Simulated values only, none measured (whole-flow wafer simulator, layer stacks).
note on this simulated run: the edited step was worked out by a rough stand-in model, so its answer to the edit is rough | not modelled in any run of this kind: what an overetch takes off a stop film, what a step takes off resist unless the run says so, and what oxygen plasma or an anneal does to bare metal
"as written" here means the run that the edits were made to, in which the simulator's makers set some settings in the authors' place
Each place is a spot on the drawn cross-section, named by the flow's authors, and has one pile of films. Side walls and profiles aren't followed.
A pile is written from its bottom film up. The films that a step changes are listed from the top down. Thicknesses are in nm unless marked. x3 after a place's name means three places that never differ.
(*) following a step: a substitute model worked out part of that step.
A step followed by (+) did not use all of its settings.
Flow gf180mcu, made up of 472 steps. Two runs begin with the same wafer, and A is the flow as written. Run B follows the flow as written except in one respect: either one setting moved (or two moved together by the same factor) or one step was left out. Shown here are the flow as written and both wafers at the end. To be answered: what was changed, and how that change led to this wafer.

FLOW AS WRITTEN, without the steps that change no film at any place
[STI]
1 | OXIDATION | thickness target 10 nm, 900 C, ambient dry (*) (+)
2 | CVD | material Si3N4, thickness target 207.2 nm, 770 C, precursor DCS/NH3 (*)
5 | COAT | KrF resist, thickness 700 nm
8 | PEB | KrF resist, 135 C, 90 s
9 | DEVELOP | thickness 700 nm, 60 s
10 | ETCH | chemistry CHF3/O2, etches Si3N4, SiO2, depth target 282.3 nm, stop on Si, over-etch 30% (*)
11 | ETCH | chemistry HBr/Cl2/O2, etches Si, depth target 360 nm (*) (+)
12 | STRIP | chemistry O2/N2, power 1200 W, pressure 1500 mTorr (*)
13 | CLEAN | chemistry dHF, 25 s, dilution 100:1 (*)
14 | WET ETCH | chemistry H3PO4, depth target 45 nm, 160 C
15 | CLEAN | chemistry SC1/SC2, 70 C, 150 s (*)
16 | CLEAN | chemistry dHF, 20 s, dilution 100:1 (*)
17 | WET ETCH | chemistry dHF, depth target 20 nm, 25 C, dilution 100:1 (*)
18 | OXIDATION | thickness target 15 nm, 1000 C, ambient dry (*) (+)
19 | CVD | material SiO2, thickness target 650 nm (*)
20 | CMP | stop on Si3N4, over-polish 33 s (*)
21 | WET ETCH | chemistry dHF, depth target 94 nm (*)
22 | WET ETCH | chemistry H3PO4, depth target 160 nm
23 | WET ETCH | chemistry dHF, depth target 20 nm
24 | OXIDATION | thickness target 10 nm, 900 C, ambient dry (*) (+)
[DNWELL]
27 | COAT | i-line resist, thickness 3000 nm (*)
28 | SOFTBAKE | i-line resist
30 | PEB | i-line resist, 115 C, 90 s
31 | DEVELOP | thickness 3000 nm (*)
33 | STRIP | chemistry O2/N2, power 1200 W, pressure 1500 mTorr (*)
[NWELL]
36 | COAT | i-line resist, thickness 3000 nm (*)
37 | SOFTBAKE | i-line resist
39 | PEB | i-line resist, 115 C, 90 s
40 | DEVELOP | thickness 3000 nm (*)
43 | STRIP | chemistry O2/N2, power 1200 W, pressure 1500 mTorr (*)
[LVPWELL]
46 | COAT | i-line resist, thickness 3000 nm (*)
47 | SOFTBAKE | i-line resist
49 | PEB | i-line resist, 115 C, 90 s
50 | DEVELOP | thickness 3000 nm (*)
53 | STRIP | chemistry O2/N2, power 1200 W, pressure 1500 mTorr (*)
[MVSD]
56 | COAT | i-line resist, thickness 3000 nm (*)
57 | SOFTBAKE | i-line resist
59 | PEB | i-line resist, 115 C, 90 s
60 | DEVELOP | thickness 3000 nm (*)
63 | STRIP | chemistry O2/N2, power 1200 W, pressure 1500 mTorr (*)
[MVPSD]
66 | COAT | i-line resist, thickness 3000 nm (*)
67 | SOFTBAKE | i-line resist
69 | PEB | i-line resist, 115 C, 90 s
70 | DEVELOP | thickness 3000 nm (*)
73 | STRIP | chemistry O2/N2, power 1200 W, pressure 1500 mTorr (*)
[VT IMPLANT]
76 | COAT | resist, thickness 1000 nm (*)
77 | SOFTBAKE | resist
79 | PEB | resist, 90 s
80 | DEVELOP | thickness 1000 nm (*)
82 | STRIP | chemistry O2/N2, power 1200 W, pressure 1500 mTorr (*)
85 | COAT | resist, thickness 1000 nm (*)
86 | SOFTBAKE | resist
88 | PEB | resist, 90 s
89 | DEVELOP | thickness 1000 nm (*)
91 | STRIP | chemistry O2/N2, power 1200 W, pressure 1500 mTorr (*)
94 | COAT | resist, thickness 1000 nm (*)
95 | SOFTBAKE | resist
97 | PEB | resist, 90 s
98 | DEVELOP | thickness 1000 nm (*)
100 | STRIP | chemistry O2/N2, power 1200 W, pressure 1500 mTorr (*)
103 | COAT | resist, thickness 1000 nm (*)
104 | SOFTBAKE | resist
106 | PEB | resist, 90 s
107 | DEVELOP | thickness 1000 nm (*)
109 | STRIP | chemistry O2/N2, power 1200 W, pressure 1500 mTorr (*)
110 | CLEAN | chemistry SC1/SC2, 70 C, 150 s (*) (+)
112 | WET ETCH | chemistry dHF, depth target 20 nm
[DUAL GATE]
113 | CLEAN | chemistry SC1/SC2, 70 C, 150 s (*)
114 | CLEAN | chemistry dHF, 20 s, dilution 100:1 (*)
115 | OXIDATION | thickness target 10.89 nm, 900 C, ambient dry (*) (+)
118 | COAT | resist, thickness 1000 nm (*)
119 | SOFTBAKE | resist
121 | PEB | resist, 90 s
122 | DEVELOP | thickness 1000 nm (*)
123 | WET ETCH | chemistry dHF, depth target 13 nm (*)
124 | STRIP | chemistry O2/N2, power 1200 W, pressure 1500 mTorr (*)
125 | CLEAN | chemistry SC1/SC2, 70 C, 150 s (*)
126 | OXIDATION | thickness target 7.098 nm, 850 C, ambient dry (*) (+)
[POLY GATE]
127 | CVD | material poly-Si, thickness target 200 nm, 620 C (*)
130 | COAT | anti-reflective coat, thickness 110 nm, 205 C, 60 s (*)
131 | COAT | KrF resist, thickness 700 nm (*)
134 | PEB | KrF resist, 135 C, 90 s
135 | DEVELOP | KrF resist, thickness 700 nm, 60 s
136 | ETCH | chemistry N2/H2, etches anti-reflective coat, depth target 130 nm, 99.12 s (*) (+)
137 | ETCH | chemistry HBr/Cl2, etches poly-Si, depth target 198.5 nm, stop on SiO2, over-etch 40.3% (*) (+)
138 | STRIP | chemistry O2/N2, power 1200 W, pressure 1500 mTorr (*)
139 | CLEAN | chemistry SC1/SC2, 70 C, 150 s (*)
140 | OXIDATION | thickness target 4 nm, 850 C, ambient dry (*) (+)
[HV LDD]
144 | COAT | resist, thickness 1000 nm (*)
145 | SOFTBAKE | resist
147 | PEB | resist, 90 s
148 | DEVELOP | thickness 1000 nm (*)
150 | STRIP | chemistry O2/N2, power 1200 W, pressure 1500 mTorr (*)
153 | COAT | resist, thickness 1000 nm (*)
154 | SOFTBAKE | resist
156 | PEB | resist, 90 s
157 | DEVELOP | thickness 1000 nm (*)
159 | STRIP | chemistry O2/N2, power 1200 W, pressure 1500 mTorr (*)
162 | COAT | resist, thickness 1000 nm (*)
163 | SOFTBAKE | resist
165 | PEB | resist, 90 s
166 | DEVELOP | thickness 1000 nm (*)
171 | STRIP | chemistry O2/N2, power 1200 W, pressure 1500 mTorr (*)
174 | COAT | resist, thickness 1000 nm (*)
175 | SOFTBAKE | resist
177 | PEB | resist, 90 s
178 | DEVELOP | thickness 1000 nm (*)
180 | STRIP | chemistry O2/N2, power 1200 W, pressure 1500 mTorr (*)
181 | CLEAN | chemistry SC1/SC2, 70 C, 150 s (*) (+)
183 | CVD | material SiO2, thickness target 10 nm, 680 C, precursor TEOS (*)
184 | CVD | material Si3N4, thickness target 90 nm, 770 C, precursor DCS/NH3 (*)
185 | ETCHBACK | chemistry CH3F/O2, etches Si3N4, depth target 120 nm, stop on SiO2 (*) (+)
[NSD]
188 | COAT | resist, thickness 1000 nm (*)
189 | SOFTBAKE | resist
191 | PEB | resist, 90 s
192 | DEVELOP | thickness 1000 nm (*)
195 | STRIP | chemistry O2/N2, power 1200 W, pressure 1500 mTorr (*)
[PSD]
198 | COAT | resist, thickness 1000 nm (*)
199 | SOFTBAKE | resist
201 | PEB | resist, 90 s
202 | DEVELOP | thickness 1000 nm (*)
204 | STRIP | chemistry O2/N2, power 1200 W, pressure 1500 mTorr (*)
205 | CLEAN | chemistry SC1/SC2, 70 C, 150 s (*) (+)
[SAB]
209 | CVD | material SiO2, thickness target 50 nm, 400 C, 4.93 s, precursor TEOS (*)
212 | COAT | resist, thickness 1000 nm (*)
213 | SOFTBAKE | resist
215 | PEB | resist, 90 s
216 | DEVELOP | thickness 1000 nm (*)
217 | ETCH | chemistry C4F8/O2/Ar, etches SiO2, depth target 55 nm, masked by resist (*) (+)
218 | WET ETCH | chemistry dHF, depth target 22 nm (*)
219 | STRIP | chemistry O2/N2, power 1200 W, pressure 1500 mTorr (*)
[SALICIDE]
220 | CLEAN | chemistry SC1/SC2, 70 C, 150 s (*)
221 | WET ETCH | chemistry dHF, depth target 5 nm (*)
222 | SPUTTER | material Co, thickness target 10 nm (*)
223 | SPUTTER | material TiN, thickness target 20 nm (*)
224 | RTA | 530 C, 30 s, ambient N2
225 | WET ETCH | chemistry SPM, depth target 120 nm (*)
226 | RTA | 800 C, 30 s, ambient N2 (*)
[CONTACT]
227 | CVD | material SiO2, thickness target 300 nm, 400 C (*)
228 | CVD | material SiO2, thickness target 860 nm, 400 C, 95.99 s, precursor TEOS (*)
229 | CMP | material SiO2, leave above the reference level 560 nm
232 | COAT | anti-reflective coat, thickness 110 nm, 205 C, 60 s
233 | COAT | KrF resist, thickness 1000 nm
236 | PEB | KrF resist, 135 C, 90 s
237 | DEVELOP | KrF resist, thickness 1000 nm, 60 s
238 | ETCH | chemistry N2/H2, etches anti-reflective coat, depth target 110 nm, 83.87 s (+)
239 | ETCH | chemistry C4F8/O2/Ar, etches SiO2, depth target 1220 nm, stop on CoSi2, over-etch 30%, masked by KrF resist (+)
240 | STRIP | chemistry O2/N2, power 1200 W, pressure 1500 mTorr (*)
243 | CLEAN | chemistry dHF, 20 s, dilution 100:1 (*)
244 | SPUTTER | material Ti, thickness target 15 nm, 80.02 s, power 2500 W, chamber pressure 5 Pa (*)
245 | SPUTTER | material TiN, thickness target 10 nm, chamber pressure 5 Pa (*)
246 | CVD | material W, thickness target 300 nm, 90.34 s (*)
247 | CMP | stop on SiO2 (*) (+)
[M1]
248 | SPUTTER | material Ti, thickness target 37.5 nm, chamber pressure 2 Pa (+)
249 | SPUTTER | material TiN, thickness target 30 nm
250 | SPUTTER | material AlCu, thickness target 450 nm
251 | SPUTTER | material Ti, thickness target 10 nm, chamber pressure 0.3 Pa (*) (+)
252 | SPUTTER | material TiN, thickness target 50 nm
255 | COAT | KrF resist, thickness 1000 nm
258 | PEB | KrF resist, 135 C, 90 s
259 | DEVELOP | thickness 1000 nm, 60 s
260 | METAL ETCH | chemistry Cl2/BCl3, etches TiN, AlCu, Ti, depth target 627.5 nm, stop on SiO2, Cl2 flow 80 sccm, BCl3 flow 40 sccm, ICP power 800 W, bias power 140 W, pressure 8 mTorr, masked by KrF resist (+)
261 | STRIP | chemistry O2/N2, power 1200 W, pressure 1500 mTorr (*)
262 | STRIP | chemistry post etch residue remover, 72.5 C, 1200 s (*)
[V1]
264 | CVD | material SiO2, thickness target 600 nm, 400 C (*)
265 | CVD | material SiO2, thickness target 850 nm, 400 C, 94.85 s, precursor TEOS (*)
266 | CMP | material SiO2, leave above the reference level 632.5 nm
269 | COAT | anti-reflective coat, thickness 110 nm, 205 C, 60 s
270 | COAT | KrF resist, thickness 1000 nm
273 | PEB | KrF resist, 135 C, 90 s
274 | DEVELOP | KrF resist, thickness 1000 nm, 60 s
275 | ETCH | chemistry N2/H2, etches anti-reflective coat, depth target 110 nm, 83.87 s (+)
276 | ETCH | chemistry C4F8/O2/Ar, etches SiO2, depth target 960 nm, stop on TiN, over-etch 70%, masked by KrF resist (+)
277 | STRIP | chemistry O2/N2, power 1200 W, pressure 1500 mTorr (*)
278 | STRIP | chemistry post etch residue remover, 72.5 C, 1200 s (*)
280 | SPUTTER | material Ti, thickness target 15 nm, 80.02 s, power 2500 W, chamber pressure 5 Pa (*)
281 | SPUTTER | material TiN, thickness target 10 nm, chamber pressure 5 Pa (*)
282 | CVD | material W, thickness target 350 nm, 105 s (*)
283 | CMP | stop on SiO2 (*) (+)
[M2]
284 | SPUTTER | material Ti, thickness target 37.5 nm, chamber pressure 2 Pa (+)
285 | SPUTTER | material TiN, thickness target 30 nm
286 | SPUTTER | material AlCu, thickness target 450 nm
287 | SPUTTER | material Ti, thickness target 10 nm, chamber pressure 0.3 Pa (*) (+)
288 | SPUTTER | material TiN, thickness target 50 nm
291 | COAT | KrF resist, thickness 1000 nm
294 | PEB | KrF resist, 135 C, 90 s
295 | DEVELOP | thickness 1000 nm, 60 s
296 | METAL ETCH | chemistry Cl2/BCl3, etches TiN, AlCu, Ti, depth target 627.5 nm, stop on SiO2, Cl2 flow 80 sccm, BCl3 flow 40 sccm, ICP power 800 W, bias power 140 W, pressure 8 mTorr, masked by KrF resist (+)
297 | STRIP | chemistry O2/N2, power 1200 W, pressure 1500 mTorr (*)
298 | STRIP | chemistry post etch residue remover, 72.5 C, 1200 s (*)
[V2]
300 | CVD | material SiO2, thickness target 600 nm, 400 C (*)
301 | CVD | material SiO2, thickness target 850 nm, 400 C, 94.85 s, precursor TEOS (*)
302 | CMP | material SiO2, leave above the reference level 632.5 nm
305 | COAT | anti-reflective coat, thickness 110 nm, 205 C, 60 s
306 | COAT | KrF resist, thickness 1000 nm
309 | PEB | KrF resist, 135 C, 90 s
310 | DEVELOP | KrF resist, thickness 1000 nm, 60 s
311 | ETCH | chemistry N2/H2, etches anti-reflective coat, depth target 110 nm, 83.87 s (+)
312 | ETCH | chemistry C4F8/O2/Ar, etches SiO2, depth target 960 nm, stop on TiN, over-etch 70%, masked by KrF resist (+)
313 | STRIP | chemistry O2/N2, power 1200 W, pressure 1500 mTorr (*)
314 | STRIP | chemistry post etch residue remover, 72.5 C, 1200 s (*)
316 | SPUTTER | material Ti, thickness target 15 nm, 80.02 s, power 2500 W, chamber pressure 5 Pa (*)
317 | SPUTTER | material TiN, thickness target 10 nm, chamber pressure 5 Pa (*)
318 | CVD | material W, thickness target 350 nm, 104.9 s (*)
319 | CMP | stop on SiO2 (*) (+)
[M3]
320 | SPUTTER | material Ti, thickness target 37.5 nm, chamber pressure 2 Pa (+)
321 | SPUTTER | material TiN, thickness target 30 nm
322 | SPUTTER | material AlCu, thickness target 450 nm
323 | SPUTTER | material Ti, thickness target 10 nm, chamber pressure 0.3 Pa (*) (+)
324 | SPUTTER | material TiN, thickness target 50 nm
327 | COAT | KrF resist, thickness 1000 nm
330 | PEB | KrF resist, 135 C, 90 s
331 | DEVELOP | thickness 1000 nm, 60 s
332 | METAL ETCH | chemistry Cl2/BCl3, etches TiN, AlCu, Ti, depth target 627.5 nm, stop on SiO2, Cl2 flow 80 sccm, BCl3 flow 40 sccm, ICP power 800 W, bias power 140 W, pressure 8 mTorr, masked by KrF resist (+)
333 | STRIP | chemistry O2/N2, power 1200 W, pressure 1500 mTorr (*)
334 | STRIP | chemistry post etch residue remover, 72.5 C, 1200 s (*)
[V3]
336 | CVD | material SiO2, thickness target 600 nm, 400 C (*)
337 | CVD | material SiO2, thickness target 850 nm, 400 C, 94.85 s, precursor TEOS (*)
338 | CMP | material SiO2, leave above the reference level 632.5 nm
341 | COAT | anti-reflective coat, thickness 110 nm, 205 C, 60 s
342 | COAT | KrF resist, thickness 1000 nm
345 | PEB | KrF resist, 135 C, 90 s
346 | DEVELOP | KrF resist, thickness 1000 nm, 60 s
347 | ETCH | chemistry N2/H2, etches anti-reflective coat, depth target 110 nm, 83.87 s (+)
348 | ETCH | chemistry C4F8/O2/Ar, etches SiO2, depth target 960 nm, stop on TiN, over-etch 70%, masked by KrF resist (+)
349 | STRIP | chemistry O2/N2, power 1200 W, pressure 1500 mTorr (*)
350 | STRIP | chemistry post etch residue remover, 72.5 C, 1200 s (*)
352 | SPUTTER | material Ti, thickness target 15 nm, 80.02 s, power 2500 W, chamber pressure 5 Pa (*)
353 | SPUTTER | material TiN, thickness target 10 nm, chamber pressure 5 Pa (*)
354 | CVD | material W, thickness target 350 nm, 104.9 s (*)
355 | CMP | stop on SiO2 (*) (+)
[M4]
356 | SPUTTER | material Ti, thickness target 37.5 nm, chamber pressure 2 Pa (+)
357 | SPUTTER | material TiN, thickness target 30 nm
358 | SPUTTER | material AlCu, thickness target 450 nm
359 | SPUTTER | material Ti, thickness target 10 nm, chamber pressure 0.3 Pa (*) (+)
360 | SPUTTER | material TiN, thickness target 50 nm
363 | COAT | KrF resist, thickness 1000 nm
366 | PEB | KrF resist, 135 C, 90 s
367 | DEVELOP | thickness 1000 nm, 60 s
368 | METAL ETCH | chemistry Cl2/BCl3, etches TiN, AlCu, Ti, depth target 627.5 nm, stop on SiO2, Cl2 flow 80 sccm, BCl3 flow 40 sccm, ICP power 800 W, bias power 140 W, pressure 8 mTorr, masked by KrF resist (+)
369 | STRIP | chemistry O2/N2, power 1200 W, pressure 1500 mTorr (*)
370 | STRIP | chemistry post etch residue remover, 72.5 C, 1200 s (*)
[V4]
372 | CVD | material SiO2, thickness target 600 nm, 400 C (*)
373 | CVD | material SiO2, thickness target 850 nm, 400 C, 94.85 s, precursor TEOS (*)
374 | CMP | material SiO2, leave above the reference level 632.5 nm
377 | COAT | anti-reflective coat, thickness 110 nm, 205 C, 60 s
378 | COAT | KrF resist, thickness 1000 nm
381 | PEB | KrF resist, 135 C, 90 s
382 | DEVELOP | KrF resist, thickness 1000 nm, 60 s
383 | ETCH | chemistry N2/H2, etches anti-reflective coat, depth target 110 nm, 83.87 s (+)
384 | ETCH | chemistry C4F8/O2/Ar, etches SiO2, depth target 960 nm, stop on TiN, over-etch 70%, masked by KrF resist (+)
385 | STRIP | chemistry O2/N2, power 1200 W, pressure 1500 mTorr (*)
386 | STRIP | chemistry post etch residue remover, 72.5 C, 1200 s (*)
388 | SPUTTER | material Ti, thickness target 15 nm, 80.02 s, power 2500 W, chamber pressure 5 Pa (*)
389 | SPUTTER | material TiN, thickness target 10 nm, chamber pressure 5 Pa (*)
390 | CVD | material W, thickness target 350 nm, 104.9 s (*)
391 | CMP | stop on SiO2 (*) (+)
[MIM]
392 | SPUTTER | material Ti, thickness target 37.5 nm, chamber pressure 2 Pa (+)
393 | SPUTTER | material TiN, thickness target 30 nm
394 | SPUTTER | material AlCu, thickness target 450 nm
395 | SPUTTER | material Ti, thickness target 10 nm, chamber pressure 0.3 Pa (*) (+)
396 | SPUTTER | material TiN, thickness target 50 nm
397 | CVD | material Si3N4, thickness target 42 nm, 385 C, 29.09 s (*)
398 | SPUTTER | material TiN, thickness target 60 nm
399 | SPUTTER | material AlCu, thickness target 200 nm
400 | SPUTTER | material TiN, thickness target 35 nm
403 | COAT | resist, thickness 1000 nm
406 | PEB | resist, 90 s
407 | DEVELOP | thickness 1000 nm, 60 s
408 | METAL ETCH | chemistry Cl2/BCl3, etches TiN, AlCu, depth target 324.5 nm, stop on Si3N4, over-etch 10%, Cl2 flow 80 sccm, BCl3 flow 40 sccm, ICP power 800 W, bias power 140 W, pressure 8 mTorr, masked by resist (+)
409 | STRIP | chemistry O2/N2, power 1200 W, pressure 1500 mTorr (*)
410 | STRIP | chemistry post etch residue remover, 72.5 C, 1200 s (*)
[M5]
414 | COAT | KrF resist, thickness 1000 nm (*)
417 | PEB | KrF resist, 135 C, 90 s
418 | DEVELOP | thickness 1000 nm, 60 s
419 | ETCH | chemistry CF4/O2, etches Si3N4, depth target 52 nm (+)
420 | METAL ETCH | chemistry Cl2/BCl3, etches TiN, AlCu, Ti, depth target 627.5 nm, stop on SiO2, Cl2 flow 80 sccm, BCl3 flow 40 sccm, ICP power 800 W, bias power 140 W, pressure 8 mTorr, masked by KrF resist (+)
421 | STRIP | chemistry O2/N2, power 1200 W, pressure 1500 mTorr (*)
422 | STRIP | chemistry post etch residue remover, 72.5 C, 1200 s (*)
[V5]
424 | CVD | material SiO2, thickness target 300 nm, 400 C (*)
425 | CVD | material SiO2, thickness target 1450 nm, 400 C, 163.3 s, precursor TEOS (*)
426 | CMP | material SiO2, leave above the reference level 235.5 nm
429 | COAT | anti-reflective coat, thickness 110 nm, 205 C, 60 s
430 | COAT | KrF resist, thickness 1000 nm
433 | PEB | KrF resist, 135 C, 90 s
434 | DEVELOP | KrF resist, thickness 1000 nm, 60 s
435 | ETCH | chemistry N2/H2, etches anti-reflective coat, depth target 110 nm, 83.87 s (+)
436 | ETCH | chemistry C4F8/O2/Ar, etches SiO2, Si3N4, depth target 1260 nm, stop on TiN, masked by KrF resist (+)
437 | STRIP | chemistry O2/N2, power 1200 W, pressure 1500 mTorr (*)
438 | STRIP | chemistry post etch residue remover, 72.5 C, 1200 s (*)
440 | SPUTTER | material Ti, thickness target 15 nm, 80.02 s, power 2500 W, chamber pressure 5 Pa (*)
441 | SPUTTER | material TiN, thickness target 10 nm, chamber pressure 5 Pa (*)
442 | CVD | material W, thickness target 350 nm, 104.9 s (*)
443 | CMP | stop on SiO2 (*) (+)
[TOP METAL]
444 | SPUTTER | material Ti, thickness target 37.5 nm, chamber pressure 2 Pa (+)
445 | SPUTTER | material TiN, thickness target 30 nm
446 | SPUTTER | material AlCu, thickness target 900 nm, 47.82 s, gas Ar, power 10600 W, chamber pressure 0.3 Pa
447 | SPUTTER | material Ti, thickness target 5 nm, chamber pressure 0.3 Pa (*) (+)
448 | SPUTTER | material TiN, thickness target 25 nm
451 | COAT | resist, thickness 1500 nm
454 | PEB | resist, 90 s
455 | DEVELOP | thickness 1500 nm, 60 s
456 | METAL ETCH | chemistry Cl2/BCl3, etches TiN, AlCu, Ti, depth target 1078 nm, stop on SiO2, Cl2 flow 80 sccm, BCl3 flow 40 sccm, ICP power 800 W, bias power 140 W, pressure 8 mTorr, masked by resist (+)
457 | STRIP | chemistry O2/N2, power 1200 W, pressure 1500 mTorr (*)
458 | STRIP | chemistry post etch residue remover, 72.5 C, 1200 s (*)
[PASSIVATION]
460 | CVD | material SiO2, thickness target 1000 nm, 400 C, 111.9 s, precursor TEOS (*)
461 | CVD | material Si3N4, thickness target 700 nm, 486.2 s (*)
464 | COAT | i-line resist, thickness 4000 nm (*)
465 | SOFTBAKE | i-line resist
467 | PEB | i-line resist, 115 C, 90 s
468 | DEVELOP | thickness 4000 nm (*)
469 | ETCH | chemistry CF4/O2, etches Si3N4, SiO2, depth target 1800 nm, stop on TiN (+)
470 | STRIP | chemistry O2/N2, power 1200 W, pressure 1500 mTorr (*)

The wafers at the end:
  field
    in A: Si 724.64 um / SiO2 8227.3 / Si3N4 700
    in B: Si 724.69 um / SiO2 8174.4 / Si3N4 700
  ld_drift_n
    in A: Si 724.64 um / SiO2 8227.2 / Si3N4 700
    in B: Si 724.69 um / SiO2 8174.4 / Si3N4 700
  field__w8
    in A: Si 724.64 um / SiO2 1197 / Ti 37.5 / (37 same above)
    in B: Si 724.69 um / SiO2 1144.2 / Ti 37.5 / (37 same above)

The reason: step 11, ETCH: depth target 307 nm was run, while the flow as written has depth target 360 nm.

The path from the change to this, step by step:
  11 | ETCH | chemistry HBr/Cl2/O2, etches Si, depth target 360 nm (*) (+)
      active, n_well, p_well and 40 more: A -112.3 KrF resist | B -94.7 KrF resist
      field, field_sub, sti and 34 more: A -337 Si | B -284 Si
  12 | STRIP | chemistry O2/N2, power 1200 W, pressure 1500 mTorr (*)
      active, n_well, p_well and 40 more: A -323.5 KrF resist (all of it) | B -341.2 KrF resist (all of it)
  19 | CVD | material SiO2, thickness target 650 nm (*)
      m1, ld_fp_n, ld_drift_n and 8 more: A +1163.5 SiO2 | B +1110.5 SiO2
  20 | CMP | stop on Si3N4, over-polish 33 s (*)
      sti, mim_1p0, pad and 11 more: A -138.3 SiO2 | B -191.3 SiO2
      nw_enc_fld, nw_enc_fld_lv: A -142.4 SiO2 | B -195.4 SiO2
      (as well as at 10 more places)
